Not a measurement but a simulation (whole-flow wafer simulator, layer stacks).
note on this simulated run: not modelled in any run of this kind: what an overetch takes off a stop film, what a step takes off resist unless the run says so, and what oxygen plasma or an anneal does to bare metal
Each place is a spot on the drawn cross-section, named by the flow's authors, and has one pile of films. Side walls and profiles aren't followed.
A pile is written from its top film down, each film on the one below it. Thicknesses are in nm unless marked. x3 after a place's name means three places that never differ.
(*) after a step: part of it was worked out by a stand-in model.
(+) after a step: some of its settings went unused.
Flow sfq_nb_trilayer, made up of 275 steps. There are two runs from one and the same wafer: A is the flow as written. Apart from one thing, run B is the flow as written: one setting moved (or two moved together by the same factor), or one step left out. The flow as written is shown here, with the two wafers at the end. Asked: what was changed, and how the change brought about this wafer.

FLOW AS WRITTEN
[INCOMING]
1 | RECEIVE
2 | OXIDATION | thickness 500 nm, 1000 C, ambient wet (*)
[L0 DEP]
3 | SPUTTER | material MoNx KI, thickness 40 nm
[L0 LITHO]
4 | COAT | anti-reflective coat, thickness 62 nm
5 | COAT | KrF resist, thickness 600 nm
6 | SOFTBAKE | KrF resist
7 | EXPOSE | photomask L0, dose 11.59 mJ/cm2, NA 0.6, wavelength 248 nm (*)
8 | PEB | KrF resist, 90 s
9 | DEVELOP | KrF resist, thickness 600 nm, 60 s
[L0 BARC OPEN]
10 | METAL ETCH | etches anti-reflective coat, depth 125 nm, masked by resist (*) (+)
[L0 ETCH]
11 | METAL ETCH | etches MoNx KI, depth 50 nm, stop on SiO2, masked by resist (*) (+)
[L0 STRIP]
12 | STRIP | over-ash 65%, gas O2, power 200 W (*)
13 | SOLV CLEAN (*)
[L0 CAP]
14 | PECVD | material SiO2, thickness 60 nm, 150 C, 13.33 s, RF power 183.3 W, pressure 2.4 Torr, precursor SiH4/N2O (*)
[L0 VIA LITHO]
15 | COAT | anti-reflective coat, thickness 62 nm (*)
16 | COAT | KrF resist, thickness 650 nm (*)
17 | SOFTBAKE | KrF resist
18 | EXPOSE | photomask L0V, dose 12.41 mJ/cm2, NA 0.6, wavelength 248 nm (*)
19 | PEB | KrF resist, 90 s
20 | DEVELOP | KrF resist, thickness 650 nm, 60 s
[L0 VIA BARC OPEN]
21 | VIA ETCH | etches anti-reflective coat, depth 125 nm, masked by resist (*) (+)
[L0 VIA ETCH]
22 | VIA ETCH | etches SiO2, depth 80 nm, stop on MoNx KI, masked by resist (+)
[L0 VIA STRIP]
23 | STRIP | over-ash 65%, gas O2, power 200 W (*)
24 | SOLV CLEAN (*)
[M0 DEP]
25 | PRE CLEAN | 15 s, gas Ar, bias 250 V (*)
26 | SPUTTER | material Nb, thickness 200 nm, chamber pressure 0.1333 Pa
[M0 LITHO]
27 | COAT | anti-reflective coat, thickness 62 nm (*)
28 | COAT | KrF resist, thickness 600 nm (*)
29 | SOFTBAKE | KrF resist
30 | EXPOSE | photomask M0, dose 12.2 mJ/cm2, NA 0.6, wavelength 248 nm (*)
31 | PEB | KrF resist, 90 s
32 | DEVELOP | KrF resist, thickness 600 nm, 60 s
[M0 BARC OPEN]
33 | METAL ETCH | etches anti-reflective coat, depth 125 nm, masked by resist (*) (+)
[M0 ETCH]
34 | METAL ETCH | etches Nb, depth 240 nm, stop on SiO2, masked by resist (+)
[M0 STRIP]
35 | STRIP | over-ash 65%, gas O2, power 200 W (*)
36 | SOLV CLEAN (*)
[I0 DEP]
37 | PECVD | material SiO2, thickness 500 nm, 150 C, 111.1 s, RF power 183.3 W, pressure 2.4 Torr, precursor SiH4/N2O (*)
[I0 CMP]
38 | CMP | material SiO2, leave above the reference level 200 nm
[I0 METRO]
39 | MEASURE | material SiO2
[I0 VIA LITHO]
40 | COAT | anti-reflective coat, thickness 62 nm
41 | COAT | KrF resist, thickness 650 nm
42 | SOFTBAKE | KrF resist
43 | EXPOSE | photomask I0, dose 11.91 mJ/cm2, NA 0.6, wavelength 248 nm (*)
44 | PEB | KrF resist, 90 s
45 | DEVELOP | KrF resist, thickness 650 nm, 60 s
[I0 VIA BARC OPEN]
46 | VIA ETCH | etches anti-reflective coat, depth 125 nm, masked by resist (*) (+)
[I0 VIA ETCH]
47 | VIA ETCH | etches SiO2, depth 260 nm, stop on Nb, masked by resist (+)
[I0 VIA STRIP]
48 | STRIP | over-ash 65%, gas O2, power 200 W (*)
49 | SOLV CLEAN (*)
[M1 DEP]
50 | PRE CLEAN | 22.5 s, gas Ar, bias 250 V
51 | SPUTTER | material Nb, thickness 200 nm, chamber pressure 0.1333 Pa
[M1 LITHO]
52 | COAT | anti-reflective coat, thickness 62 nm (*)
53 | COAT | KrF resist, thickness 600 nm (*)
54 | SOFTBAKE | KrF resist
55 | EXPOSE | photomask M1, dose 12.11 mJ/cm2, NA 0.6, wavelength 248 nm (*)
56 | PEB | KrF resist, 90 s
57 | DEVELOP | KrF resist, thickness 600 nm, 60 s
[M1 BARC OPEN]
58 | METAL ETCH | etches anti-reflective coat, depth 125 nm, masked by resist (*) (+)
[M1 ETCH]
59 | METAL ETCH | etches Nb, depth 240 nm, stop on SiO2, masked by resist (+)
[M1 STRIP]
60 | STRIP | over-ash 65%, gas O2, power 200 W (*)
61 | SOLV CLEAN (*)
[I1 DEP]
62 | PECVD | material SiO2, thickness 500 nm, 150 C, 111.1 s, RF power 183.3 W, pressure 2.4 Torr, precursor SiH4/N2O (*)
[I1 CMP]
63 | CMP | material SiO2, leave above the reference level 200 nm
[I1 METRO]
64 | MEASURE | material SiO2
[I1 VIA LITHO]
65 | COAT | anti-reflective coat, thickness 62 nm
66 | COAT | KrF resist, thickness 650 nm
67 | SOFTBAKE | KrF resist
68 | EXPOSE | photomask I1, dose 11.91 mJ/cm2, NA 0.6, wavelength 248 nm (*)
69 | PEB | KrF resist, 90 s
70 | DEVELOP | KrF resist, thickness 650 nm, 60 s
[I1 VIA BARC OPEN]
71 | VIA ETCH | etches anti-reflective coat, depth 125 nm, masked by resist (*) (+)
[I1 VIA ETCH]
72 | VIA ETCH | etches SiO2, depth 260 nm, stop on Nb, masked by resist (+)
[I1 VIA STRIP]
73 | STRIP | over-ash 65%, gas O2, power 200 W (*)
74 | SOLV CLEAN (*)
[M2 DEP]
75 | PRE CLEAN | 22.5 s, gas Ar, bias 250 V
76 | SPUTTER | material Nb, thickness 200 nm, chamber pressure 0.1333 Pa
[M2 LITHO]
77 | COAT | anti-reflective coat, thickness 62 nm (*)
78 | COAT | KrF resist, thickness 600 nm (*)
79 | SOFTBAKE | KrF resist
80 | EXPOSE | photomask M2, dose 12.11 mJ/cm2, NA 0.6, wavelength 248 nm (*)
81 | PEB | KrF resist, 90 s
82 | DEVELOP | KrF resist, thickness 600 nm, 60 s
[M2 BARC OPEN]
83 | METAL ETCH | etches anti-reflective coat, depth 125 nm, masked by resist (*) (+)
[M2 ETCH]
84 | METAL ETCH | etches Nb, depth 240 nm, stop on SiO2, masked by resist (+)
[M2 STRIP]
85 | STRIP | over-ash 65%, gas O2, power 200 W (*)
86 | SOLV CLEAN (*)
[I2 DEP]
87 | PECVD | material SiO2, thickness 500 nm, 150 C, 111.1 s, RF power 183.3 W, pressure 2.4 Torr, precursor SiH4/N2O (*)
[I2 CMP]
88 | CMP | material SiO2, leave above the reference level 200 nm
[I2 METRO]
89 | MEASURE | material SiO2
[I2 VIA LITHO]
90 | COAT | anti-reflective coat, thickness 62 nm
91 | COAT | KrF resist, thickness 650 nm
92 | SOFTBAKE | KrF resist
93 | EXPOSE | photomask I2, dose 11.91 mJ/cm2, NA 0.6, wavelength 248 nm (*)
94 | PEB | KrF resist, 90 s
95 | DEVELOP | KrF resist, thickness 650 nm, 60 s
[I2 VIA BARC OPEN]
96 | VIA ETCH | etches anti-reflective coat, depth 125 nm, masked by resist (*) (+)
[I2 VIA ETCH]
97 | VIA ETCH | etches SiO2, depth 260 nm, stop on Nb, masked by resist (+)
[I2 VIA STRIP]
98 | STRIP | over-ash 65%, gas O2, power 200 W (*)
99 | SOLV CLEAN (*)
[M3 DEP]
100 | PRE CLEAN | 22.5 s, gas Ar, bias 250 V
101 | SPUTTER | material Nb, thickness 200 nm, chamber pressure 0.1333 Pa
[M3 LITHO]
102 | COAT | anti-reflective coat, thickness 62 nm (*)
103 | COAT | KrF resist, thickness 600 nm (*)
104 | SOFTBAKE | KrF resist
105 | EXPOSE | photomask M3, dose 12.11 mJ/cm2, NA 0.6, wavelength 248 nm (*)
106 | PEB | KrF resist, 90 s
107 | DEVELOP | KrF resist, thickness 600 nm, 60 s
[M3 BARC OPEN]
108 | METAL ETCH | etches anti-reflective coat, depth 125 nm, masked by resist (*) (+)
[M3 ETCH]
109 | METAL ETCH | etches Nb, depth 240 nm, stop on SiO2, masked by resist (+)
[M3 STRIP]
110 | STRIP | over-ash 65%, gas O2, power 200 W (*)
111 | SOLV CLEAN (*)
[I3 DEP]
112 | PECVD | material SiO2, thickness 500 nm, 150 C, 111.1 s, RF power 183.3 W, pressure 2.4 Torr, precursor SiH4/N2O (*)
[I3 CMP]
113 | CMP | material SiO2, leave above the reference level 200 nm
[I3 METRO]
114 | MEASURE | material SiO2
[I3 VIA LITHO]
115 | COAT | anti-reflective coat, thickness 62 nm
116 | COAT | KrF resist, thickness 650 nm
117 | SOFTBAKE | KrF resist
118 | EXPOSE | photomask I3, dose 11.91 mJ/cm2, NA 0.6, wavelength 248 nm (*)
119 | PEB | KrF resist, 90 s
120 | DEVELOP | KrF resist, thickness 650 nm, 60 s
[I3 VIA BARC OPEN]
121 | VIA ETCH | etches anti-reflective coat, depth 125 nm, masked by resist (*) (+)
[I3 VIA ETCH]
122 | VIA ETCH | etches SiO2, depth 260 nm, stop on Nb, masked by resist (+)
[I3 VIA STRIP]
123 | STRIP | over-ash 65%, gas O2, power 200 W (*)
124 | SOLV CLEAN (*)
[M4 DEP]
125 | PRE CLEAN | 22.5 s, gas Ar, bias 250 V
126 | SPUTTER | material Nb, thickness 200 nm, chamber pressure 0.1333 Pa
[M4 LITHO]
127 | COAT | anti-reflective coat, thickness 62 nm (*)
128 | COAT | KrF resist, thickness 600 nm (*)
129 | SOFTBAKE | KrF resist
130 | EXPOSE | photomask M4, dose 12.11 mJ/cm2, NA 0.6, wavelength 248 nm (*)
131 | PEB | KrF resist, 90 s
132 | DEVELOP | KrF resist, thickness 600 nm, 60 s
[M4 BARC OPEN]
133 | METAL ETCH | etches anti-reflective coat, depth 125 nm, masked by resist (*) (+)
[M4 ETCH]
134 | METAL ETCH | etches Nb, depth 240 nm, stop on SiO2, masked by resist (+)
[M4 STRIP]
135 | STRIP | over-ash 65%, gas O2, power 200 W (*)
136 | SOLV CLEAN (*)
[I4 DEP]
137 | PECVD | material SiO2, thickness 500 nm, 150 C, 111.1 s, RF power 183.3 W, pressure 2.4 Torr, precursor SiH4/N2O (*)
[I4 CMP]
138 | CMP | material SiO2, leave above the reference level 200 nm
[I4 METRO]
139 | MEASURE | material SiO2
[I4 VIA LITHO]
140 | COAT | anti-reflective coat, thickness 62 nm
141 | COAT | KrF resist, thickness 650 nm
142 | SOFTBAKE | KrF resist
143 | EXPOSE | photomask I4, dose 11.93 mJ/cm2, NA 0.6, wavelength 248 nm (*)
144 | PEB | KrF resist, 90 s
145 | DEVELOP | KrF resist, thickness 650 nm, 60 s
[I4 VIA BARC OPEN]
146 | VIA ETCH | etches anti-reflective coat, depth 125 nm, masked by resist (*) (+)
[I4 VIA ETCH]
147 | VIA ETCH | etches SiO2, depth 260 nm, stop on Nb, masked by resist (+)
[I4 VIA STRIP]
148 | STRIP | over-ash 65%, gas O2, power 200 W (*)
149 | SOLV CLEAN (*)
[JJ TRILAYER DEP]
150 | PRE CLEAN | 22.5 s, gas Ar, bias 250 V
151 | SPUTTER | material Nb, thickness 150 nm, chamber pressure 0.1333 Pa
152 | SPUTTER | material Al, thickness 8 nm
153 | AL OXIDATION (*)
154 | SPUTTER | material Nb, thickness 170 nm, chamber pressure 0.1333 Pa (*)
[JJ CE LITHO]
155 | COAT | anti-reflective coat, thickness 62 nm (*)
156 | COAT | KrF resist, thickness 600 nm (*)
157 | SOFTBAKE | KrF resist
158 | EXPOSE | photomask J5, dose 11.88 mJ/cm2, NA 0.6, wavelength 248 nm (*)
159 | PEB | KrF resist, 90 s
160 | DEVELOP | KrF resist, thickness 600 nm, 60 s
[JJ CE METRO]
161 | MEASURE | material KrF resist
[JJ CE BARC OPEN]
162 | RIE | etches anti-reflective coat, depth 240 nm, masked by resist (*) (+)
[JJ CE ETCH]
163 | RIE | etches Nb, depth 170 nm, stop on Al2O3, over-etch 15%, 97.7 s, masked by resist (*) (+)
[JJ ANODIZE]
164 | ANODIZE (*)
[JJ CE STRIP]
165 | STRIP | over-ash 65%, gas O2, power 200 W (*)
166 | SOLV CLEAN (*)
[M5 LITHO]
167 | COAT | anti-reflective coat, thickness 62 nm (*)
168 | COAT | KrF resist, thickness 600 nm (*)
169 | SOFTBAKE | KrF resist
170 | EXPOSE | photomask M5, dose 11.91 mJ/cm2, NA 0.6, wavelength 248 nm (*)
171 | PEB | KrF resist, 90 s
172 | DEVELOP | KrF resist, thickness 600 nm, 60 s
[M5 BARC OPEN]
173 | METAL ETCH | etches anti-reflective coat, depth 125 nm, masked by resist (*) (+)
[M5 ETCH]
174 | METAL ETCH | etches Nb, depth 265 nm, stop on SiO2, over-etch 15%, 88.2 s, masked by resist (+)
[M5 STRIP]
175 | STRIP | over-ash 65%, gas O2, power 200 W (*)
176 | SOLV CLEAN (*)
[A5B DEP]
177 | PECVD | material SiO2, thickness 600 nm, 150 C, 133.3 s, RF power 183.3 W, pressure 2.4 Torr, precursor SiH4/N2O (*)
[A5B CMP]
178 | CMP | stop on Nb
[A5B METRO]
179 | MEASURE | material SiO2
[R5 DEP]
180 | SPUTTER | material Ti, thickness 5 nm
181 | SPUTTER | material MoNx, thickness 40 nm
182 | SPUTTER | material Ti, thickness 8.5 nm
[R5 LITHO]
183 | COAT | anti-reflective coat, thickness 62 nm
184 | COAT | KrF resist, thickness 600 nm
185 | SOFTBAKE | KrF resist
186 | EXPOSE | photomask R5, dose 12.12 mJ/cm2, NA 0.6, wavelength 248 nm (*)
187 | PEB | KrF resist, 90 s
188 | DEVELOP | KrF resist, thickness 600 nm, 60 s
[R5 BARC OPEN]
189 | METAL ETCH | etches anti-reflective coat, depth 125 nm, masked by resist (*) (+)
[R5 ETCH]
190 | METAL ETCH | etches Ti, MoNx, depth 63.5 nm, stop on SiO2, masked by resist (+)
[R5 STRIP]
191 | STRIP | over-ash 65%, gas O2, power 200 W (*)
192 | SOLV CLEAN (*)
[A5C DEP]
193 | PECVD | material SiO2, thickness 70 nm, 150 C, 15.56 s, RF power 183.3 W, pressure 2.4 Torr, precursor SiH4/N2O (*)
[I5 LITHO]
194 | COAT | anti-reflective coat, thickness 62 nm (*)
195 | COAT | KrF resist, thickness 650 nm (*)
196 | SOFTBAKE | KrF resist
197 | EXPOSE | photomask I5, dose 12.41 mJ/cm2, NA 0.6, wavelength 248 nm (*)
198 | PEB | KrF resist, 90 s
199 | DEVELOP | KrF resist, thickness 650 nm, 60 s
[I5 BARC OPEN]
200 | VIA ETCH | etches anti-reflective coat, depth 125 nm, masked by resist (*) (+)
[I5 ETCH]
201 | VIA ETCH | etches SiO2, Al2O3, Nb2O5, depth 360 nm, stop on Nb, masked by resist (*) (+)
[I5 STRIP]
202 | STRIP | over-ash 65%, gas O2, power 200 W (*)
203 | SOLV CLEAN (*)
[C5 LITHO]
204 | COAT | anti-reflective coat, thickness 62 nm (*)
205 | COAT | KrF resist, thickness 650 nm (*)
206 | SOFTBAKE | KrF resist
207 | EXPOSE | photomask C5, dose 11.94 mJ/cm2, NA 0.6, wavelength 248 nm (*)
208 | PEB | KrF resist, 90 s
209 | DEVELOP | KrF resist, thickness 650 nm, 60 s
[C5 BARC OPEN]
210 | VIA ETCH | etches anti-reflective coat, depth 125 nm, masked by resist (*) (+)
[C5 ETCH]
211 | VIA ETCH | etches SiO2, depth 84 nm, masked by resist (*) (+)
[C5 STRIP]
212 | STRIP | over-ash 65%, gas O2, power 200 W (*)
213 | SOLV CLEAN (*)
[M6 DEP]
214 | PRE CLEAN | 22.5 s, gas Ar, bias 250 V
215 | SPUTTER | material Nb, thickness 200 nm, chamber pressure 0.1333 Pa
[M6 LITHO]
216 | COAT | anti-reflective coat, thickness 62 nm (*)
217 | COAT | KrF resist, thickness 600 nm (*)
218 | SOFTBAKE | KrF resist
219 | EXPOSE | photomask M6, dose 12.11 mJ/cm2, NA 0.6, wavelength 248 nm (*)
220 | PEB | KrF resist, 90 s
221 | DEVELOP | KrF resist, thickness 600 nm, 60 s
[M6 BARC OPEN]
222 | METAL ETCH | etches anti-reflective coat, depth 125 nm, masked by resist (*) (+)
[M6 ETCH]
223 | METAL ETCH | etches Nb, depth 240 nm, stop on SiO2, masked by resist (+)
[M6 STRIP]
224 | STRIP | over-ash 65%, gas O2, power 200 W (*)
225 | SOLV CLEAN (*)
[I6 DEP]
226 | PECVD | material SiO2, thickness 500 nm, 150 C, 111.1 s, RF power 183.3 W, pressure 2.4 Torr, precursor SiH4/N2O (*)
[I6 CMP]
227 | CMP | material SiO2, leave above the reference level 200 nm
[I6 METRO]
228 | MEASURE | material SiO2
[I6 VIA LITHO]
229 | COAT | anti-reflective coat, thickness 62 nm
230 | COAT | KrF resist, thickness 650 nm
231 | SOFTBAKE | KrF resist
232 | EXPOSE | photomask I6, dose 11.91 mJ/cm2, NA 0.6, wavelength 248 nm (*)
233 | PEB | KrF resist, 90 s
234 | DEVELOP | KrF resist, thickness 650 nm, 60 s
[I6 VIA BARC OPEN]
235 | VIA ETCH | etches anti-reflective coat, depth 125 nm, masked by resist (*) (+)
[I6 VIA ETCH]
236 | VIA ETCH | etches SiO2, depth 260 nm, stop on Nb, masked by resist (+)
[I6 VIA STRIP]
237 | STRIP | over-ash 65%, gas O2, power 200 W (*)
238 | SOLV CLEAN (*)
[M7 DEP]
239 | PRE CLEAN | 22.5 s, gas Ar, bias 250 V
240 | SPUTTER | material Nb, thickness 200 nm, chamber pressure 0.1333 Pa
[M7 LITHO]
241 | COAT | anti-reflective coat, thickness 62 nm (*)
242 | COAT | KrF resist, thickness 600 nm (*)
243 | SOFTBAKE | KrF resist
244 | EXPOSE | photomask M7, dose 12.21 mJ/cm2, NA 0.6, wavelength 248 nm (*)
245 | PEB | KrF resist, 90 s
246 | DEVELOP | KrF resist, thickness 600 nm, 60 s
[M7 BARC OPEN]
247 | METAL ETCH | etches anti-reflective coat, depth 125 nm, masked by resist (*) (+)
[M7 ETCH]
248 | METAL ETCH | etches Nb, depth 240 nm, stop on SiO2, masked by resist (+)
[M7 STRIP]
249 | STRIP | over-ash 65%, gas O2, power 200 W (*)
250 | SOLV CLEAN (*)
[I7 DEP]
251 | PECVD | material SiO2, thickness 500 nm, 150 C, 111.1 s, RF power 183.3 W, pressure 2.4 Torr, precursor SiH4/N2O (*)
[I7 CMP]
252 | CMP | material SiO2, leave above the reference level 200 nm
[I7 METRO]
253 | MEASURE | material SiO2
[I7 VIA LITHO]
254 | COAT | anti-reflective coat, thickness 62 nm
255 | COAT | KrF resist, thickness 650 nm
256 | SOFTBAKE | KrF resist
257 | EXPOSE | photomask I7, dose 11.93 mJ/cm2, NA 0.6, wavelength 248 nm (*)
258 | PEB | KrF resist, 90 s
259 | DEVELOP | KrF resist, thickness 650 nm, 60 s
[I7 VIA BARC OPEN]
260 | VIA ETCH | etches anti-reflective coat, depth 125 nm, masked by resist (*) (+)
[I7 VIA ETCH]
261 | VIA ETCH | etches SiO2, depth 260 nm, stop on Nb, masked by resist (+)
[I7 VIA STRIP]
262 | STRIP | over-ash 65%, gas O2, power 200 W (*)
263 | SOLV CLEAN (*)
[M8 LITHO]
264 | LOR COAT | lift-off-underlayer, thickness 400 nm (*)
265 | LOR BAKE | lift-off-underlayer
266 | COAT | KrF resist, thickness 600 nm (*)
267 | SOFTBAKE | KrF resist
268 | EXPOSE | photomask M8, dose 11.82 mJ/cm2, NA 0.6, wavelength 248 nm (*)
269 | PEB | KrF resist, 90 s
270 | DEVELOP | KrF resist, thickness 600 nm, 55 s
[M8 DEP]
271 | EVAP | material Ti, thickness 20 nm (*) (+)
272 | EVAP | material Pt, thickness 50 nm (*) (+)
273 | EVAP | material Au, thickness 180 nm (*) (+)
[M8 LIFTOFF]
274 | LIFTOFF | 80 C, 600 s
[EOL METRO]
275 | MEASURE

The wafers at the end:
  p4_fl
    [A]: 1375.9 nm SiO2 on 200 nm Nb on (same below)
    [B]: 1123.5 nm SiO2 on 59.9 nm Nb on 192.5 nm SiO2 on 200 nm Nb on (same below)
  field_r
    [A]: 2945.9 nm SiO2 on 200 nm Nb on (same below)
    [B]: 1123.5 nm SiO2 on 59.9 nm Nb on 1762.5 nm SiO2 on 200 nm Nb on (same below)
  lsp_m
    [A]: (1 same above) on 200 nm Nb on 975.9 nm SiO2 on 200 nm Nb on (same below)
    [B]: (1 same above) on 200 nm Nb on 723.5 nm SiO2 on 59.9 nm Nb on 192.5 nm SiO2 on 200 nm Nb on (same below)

Cause: step 174, METAL ETCH: depth 106 nm was run, while the flow as written has depth 265 nm; step 174, METAL ETCH: 35.3 s was run, where the flow has 88.2 s.

How this came from the change, step by step:
  174 | METAL ETCH | etches Nb, depth 265 nm, stop on SiO2, over-etch 15%, 88.2 s, masked by resist (+)
      field_l, r_sur, res and 50 more: A -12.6 Al2O3 (all of it), -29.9 Nb2O5 (all of it), -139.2 Nb (all of it), -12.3 SiO2 | B -12.6 Al2O3 (all of it), -29.9 Nb2O5 (all of it), -79.3 Nb
      v_sur, via_wl, via_w and 40 more: A -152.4 KrF resist | B -61 KrF resist
      (also at 10 further places)
  175 | STRIP | over-ash 65%, gas O2, power 200 W (*)
      l0r_line_l, l0r_line_c, l0r_space_c and 27 more: A -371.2 KrF resist (all of it), -62 anti-reflective coat (all of it) | B -462.6 KrF resist (all of it), -62 anti-reflective coat (all of it)
      v_sur: A -349.2 KrF resist (all of it), -44.9 anti-reflective coat (all of it) | B -440.6 KrF resist (all of it), -44.9 anti-reflective coat (all of it)
      (also at 22 further places)
  177 | PECVD | material SiO2, thickness 600 nm, 150 C, 133.3 s, RF power 183.3 W, pressure 2.4 Torr, precursor SiH4/N2O (*)
      field_l, p4_fl, p4_fm and 39 more: A +600 SiO2 | B +600 SiO2 (new film)
      r_sur, res, r_end, moat, field_r, lsp_l: A +592.9 SiO2 | B +600 SiO2 (new film)
      (also at 5 further places)
  178 | CMP | stop on Nb
      field_l, p4_fl, p4_fm and 39 more: A -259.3 SiO2 | B -331.5 SiO2
      r_sur, res, r_end, moat, field_r, lsp_l: A -252.3 SiO2 | B -331.5 SiO2
      (also at 5 further places)
If metal films that touch count as one body, p4_fl has 3 bodies (between them, from the top down: SiO2 192.5; SiO2 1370); the flow as written gives 2 bodies (between them, from the top down: SiO2 1370).
If metal films that touch count as one body, field_r has 2 bodies (between them, from the top down: SiO2 1762.5); the flow as written gives 1 body.
If metal films that touch count as one body, lsp_m has 4 bodies (between them, from the top down: SiO2 723.5; SiO2 192.5; SiO2 1370); the flow as written gives 3 bodies (between them, from the top down: SiO2 975.9; SiO2 1370).
